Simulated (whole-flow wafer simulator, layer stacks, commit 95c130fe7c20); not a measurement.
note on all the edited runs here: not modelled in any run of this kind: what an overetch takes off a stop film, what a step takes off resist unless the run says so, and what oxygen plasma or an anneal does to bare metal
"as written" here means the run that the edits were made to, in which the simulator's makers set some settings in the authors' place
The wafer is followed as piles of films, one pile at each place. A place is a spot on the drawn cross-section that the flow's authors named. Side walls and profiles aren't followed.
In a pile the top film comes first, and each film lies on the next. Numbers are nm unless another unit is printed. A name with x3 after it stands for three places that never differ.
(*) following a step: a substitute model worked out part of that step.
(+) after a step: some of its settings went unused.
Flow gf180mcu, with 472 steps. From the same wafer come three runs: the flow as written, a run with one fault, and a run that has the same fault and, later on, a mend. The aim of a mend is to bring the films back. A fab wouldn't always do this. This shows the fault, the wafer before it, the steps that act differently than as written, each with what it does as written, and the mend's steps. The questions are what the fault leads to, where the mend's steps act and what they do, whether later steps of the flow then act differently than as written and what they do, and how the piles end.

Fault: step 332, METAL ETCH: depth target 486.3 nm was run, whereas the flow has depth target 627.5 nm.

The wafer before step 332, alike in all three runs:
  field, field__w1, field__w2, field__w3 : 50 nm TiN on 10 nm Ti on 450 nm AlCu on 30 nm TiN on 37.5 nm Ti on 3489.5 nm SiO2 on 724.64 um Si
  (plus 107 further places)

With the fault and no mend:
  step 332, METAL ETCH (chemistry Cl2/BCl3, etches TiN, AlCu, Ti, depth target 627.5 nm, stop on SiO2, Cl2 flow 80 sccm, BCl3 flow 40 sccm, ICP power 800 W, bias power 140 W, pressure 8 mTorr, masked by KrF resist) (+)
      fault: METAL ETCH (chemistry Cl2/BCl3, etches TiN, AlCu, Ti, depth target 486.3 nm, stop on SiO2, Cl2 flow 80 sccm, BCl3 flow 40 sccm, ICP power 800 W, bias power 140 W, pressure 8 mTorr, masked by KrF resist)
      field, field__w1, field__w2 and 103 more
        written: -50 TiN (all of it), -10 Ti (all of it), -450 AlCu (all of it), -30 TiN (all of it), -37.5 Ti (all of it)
        fault: -50 TiN (all of it), -10 Ti (all of it), -426.3 AlCu
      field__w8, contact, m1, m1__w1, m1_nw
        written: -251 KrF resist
        fault: -194.5 KrF resist
  Steps later in the flow that act otherwise than as written:
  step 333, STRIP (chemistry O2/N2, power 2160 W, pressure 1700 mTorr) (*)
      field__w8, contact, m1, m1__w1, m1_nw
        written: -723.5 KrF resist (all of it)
        fault: -780 KrF resist (all of it)
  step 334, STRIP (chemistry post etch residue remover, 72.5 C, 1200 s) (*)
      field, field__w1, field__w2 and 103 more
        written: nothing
        fault: -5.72 AlCu
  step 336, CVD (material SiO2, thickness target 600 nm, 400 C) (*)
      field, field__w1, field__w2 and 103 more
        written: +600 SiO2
        fault: +600 SiO2 (new film)
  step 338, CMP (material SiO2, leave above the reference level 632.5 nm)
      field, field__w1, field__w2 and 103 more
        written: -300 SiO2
        fault: -385.5 SiO2
  The piles end different from the flow's at field, field__w1, field__w2 and 104 more by more than 2% or 0.5 nm, whichever is larger.
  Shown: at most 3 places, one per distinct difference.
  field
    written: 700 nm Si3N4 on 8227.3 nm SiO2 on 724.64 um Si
    fault: 700 nm Si3N4 on 4652.3 nm SiO2 on 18 nm AlCu on 30 nm TiN on 37.5 nm Ti on 3489.5 nm SiO2 on 724.64 um Si
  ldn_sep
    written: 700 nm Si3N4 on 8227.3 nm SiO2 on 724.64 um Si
    fault: 700 nm Si3N4 on 4652.3 nm SiO2 on 18 nm AlCu on 30 nm TiN on 37.5 nm Ti on 3489.4 nm SiO2 on 724.64 um Si
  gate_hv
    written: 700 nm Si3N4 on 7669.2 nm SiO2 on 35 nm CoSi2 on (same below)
    fault: 700 nm Si3N4 on 4652.3 nm SiO2 on 18 nm AlCu on 30 nm TiN on 37.5 nm Ti on 2931.3 nm SiO2 on 35 nm CoSi2 on (same below)

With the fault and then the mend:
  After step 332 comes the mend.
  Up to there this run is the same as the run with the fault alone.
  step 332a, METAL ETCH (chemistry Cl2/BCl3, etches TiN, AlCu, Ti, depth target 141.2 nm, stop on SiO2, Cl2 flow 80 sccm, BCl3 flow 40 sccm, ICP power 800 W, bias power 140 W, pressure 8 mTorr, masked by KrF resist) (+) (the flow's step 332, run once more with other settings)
      field, field__w1, field__w2 and 103 more
        -23.7 AlCu (all of it), -30 TiN (all of it), -37.5 Ti (all of it)
      field__w8, contact, m1, m1__w1, m1_nw
        -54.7 KrF resist
  None of the later steps of the flow differs from how it acts as written, at any place that is followed, by more than 2% or 0.5 nm, whichever is larger.
  The piles end the same as the flow's at every place that both follow.
